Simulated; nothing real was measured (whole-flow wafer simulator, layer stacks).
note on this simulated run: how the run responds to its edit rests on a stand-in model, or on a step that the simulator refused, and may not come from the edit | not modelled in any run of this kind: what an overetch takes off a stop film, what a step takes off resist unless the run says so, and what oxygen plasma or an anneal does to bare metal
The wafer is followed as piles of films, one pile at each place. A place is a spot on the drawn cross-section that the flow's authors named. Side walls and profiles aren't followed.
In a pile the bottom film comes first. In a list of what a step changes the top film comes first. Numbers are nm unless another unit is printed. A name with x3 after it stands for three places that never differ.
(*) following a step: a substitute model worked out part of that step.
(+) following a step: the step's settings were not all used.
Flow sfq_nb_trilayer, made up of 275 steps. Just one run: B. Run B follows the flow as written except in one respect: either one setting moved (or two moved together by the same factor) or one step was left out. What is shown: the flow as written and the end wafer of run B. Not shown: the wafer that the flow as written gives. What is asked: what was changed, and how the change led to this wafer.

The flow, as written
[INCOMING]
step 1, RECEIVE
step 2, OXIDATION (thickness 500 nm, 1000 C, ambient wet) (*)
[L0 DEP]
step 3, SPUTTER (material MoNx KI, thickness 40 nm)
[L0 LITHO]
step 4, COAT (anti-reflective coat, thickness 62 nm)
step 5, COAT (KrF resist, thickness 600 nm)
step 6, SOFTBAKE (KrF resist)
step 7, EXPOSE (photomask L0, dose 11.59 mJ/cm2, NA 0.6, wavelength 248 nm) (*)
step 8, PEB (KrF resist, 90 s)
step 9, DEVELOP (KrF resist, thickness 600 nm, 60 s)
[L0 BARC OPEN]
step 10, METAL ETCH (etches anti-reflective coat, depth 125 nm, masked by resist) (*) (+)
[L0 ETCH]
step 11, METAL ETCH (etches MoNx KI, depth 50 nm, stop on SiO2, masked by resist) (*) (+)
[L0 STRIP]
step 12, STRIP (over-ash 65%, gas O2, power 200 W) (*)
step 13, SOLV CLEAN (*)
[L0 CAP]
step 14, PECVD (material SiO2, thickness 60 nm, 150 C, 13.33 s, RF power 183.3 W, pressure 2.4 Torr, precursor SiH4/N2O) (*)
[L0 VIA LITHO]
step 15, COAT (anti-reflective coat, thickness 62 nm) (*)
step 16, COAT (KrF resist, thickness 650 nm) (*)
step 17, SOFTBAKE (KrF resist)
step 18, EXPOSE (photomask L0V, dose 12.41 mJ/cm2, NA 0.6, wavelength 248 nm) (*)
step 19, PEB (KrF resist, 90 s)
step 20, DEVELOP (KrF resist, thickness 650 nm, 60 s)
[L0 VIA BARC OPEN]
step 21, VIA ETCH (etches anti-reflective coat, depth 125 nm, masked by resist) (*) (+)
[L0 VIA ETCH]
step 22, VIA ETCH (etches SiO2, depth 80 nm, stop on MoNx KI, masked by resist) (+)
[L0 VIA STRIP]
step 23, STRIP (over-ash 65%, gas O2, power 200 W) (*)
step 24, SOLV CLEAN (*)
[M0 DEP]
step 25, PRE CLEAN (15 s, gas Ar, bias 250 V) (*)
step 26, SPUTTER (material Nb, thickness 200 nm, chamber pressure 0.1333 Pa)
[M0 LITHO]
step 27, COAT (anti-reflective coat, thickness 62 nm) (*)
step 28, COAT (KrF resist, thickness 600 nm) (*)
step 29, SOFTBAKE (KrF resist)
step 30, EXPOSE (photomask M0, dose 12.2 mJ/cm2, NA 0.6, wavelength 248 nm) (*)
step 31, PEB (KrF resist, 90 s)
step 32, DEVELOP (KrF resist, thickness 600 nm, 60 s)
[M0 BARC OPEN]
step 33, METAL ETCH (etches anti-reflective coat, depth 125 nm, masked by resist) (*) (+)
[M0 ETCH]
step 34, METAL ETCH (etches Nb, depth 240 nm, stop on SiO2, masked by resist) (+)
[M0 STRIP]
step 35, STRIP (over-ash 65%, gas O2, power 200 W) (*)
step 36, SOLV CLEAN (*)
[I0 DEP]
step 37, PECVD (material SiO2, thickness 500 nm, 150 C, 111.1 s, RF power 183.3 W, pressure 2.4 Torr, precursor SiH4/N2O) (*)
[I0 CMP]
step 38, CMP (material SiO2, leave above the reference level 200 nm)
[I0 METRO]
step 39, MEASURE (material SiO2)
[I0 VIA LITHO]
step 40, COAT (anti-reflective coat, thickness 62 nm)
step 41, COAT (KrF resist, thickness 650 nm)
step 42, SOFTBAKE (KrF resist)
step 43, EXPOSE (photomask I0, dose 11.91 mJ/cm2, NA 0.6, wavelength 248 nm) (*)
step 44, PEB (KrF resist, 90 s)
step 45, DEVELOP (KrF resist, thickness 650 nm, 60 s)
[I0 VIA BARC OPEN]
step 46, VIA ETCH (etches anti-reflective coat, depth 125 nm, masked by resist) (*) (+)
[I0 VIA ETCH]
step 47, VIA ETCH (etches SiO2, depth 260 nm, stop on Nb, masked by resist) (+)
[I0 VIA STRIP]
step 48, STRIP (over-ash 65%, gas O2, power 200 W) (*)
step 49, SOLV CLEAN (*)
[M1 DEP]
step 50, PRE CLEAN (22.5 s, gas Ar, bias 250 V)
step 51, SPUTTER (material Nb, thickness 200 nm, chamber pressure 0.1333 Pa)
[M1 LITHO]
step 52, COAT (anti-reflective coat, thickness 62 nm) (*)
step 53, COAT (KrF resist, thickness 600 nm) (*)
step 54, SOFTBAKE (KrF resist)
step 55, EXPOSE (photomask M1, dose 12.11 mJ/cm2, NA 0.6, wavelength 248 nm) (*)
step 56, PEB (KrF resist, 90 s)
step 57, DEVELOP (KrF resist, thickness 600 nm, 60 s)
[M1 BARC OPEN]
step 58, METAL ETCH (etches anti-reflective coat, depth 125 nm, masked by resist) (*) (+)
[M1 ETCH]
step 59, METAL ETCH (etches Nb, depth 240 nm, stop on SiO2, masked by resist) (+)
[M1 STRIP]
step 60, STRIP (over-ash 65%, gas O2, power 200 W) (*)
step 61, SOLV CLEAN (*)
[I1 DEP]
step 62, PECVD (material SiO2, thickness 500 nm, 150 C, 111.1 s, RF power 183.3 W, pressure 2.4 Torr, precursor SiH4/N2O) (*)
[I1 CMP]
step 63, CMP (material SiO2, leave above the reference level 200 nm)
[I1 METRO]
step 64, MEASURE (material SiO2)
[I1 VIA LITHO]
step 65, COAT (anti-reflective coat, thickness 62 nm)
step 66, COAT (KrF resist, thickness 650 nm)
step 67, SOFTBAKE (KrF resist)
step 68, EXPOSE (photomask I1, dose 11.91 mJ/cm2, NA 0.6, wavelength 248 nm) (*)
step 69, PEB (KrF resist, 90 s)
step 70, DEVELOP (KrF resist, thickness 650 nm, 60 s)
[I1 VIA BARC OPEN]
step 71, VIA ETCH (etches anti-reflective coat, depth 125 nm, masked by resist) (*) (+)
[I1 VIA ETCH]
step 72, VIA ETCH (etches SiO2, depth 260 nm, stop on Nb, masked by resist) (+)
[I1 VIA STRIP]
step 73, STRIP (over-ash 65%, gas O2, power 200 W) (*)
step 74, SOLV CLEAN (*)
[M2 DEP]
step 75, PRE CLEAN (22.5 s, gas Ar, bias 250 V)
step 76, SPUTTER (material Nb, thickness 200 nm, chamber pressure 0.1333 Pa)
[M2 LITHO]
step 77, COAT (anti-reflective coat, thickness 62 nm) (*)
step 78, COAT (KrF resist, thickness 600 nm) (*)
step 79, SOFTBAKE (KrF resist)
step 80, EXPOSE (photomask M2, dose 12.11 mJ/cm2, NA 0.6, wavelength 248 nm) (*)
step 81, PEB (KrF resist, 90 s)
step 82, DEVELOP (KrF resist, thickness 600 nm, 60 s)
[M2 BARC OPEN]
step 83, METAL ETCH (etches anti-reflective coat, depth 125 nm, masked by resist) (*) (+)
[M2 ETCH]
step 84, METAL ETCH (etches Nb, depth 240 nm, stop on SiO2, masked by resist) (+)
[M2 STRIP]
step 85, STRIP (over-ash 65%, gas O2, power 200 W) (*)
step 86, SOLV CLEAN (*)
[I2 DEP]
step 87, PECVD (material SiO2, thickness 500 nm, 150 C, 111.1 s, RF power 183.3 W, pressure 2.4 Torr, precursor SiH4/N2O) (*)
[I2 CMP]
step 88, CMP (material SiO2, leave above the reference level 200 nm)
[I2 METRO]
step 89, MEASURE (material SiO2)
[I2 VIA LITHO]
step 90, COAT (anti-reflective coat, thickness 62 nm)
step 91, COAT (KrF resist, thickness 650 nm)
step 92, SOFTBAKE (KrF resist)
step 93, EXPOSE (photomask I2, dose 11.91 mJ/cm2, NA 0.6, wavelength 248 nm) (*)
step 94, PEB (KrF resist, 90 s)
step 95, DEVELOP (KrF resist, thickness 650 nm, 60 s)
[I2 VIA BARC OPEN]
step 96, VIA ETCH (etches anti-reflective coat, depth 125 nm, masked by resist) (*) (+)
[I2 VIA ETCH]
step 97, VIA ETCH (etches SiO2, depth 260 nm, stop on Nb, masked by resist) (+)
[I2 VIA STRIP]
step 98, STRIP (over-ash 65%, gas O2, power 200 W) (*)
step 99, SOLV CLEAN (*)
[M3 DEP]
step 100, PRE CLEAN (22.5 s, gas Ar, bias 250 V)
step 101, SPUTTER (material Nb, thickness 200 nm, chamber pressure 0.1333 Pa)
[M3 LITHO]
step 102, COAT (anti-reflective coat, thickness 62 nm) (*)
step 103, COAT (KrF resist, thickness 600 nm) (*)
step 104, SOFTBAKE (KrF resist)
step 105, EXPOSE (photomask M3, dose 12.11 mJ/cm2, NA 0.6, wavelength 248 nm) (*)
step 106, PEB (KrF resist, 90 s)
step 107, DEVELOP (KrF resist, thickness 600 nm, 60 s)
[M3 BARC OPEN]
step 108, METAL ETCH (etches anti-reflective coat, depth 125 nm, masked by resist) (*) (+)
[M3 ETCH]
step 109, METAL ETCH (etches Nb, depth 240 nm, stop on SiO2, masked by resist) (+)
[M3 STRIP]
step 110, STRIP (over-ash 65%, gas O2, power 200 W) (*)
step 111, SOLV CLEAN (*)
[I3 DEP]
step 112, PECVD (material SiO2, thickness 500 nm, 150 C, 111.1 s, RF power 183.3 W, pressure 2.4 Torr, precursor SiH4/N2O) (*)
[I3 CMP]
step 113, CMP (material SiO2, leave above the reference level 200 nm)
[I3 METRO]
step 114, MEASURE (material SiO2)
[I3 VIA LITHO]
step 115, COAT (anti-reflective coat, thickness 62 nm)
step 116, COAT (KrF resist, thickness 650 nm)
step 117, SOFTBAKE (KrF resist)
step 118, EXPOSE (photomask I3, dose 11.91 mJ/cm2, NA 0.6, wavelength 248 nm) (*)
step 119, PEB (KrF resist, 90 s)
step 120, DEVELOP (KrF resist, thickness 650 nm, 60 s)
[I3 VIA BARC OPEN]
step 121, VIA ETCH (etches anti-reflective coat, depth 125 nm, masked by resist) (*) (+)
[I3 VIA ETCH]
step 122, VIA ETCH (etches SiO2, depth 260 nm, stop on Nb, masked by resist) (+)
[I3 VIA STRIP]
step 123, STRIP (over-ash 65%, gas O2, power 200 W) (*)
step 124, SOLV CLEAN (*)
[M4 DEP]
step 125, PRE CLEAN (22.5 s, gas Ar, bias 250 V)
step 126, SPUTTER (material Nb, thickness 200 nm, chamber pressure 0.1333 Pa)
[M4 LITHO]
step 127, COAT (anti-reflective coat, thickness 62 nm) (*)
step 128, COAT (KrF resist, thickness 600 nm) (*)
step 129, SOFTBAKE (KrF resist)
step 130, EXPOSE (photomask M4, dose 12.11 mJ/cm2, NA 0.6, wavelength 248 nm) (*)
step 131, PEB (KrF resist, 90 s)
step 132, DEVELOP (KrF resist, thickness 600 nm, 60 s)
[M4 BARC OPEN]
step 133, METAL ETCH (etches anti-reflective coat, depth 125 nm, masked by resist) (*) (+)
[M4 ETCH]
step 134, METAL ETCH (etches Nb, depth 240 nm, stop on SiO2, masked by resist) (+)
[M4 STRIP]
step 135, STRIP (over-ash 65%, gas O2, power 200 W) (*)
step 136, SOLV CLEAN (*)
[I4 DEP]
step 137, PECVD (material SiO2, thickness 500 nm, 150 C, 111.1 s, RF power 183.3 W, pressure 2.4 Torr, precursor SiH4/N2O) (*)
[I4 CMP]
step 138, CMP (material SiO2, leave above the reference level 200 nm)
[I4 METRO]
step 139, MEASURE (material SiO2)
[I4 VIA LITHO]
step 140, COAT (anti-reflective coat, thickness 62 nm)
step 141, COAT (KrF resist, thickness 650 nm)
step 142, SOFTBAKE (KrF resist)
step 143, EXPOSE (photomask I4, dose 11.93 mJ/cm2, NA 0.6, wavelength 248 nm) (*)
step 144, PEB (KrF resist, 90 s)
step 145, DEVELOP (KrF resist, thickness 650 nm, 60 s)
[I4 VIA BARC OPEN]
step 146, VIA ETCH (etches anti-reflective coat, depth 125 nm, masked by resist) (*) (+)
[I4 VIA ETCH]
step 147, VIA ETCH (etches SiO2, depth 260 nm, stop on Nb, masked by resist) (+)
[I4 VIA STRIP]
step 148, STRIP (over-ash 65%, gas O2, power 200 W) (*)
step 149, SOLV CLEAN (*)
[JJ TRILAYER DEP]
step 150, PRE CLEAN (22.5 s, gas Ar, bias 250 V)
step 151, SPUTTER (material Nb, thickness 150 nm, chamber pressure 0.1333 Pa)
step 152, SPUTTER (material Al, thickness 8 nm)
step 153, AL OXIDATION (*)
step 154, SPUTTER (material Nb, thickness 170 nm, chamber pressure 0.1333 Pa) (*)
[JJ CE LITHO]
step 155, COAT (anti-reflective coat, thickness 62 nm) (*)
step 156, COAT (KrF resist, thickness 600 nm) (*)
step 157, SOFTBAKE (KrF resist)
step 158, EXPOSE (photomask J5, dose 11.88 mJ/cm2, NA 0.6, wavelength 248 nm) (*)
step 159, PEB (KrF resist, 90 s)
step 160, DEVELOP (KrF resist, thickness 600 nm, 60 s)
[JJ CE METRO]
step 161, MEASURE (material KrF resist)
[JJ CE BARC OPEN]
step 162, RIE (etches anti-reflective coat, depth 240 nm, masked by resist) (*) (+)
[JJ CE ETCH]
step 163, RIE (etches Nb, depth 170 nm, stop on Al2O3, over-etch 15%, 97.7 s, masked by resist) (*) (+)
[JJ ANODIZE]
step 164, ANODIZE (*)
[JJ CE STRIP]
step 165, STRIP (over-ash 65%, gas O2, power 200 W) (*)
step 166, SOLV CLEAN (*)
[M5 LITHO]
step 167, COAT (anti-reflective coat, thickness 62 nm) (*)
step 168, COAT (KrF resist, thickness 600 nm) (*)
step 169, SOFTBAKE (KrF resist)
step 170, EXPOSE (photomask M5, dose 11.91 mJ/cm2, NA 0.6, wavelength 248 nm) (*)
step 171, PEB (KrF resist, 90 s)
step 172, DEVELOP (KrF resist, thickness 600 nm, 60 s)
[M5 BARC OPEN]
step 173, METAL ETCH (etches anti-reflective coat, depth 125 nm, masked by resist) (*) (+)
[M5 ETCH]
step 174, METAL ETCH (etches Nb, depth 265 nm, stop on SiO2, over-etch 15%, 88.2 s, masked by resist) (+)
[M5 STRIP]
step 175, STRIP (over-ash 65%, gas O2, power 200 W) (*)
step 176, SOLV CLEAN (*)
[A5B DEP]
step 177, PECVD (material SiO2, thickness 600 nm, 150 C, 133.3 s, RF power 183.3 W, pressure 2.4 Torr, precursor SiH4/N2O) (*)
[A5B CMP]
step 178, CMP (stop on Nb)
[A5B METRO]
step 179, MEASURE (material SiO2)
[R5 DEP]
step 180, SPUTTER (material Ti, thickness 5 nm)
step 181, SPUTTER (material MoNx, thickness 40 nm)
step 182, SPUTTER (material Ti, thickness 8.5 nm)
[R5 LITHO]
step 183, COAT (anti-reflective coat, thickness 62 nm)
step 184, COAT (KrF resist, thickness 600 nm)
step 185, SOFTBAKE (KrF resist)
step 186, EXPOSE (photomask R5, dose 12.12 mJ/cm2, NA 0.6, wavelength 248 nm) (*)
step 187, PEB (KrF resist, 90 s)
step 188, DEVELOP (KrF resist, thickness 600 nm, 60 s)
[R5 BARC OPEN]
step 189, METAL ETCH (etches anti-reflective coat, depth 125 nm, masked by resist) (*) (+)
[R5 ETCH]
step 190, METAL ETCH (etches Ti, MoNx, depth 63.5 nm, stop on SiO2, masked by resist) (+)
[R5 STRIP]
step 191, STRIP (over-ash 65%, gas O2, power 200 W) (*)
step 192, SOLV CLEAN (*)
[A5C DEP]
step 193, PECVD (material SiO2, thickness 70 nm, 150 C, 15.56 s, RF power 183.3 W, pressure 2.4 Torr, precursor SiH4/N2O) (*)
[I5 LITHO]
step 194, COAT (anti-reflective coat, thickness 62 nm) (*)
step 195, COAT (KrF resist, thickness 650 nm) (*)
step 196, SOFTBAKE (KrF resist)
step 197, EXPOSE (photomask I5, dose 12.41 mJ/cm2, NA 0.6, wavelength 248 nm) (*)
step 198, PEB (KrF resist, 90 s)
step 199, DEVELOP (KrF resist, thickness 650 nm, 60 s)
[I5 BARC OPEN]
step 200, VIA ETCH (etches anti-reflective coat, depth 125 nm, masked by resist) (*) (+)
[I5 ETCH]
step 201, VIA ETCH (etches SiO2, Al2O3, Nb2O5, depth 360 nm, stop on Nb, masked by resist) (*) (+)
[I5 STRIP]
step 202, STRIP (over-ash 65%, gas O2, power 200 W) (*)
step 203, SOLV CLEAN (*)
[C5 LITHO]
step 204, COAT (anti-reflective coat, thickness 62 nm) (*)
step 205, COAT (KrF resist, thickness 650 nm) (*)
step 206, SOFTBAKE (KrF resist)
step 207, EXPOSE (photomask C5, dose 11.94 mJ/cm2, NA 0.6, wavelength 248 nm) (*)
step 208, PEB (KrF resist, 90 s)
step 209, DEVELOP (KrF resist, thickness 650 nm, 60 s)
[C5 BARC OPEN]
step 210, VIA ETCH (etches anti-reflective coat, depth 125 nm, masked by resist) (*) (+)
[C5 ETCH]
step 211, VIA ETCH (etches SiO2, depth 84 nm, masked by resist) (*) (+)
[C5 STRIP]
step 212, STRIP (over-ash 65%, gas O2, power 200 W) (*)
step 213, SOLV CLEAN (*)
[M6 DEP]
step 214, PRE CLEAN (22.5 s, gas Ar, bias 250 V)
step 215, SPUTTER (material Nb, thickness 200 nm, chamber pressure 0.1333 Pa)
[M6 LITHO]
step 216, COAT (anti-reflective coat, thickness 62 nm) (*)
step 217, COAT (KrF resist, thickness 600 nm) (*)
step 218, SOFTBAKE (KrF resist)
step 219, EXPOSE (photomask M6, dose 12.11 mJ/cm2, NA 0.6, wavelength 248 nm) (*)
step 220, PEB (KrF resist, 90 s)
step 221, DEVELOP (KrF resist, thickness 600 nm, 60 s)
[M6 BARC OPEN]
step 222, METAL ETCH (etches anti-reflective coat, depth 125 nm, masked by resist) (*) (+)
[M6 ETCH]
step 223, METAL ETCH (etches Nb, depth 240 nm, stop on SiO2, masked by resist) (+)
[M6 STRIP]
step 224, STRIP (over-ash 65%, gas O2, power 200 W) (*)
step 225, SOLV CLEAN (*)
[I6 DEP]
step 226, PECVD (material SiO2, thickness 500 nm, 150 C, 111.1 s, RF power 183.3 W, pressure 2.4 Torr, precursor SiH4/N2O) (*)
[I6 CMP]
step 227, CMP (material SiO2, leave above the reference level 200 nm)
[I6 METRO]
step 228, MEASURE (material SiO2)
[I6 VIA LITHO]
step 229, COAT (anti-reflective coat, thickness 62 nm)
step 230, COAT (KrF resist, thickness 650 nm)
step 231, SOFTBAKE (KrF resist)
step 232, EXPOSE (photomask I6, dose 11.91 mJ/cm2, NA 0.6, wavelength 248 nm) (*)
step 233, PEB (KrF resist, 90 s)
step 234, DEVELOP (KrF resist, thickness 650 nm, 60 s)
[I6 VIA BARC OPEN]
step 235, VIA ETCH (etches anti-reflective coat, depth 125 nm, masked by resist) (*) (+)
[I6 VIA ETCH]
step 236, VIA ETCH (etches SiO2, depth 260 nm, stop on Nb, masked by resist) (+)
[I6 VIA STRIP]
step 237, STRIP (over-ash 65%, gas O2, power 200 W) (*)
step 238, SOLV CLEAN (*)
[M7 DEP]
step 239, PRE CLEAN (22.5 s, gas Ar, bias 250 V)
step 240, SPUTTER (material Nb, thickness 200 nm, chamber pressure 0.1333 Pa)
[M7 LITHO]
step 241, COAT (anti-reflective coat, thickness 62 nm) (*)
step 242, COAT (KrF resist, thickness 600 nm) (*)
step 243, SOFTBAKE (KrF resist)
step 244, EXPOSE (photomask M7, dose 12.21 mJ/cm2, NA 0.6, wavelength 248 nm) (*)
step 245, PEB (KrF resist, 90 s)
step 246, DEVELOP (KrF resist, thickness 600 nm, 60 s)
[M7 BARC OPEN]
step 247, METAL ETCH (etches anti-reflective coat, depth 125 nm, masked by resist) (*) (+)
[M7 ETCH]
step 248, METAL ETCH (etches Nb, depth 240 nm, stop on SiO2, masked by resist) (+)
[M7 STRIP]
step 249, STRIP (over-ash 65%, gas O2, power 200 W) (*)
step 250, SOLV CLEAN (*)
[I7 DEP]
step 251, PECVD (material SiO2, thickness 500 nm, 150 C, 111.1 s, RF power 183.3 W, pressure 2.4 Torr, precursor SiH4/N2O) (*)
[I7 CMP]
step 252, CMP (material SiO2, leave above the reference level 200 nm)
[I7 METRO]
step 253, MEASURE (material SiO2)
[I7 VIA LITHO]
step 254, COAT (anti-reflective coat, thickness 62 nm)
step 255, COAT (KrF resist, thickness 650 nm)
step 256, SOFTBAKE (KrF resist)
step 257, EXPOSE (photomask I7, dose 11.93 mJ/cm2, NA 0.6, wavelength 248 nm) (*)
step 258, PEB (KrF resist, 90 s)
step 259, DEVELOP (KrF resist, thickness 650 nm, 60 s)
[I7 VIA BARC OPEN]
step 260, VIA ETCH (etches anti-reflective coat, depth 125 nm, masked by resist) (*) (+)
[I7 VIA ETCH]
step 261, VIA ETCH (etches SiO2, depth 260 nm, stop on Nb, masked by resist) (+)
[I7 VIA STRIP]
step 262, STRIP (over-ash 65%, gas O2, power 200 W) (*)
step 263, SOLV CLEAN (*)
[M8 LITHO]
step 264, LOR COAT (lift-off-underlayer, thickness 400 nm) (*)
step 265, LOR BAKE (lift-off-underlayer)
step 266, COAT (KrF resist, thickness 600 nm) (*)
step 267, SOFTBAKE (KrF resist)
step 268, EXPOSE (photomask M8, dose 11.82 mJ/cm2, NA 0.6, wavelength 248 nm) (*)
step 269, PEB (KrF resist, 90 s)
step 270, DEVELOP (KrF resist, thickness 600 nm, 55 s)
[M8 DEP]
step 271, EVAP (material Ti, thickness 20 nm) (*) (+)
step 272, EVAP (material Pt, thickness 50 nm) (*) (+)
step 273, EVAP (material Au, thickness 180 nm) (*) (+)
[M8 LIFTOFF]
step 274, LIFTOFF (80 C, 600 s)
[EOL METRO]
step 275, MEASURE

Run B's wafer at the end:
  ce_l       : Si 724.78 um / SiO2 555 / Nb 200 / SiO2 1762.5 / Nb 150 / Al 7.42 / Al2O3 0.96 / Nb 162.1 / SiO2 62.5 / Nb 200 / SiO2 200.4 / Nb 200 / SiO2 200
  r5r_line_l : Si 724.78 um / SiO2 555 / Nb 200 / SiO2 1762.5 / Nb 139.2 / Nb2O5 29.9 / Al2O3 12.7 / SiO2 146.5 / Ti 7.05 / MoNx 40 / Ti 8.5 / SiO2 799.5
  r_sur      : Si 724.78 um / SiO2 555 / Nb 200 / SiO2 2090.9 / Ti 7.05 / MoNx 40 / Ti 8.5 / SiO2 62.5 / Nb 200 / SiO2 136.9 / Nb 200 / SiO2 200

What caused this: step 180, SPUTTER: thickness 7.05 nm was run, though the flow has thickness 5 nm.
The wafer lets one read it off: r5r_line_l has Ti 7.05, and step 180 as written asks for 5 nm.

How this came from the change, step by step:
  step 180, SPUTTER (material Ti, thickness 5 nm)
      field_l, v_sur, via_wl and 103 more: +7.05 Ti (new film) (it would be, as written: +5 Ti (new film))
  step 190, METAL ETCH (etches Ti, MoNx, depth 63.5 nm, stop on SiO2, masked by resist) (+)
      field_l, v_sur, via_wl and 92 more: -8.5 Ti (all of it), -40 MoNx (all of it), -7.05 Ti (all of it) (it would be, as written: -8.5 Ti (all of it), -40 MoNx (all of it), -5 Ti (all of it))
      ce_l, c5j, ce_r, wl_jj: -8.5 Ti (all of it), -40 MoNx (all of it), -7.05 Ti (all of it), -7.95 Nb (it would be, as written: -8.5 Ti (all of it), -40 MoNx (all of it), -5 Ti (all of it), -10 Nb)
